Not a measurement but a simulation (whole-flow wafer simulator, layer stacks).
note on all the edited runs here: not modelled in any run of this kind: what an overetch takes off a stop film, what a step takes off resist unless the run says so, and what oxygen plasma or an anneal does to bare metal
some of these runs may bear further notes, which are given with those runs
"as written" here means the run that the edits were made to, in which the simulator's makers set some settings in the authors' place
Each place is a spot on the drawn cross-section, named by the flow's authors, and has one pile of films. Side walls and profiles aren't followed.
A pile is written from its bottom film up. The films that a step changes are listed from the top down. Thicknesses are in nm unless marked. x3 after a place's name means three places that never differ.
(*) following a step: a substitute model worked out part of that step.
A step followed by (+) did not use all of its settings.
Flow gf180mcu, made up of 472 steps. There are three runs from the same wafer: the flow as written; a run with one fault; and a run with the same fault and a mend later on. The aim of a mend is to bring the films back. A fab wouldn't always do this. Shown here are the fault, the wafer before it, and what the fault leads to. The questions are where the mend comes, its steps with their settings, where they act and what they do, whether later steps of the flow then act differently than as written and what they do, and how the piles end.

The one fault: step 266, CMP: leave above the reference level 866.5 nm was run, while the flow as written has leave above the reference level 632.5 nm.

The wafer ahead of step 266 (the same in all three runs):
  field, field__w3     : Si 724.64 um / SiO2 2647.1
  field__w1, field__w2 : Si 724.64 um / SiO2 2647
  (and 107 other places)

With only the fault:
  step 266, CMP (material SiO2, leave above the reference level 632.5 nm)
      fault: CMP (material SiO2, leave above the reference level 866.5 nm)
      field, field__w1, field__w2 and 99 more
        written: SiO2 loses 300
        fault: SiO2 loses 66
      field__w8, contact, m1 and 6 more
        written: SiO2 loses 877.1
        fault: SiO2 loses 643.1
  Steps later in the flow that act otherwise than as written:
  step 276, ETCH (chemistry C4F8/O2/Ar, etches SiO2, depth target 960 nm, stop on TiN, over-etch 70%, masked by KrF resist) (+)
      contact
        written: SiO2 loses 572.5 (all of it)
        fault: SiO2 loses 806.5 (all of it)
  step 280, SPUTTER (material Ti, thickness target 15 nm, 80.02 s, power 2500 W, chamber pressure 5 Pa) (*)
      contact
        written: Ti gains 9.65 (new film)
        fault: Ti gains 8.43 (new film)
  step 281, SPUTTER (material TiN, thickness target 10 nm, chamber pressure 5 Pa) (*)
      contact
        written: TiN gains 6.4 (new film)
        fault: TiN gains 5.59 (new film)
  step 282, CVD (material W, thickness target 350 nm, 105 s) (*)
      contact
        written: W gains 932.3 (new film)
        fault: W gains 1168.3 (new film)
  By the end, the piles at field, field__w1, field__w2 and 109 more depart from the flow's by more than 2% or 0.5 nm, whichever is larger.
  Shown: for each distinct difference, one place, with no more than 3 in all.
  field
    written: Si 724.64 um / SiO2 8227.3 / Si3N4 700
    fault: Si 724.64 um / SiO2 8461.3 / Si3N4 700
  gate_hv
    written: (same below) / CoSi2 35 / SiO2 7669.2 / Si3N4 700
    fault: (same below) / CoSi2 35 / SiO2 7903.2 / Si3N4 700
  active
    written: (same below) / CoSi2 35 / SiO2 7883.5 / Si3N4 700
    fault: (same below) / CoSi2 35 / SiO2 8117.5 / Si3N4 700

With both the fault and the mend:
  After step 274 comes the mend.
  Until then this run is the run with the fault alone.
  step 274a, STRIP (chemistry O2/N2, power 2160 W, pressure 1700 mTorr) (*)
      field, field__w1, field__w2 and 107 more
        KrF resist loses 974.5 (all of it), anti-reflective coat loses 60 (all of it)
      contact
        anti-reflective coat loses 60 (all of it)
  step 274b, CMP (material SiO2, leave above the reference level 632.5 nm) (a further turn of the flow's step 266)
      field, field__w1, field__w2 and 108 more
        SiO2 loses 234
  step 274c, HMDS (120 C, 60 s) (a further turn of the flow's step 268)
      alters no film at any place that is followed
  step 274d, COAT (anti-reflective coat, thickness 60 nm, 182 C, 71 s) (a further turn of the flow's step 269)
      field, field__w1, field__w2 and 108 more
        anti-reflective coat gains 60 (new film)
  step 274e, COAT (KrF resist, thickness 1000 nm) (a further turn of the flow's step 270)
      field, field__w1, field__w2 and 108 more
        KrF resist gains 1000 (new film)
  step 274f, SOFTBAKE (KrF resist) (a further turn of the flow's step 271)
      alters no film at any place that is followed
  step 274g, EXPOSE (photomask Via1) (a further turn of the flow's step 272)
      alters no film at any place that is followed
  step 274h, PEB (KrF resist, 135 C, 90 s) (a further turn of the flow's step 273)
      field, field__w1, field__w2 and 108 more
        KrF resist loses 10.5
  step 274i, DEVELOP (KrF resist, thickness 1000 nm, 60 s) (a further turn of the flow's step 274)
      field, field__w1, field__w2 and 107 more
        KrF resist loses 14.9
      contact
        KrF resist loses 989.5 (all of it)
  Every later step of the flow that is run acts as written at every place that is followed.
  The piles end the same as the flow's at every place that both follow.
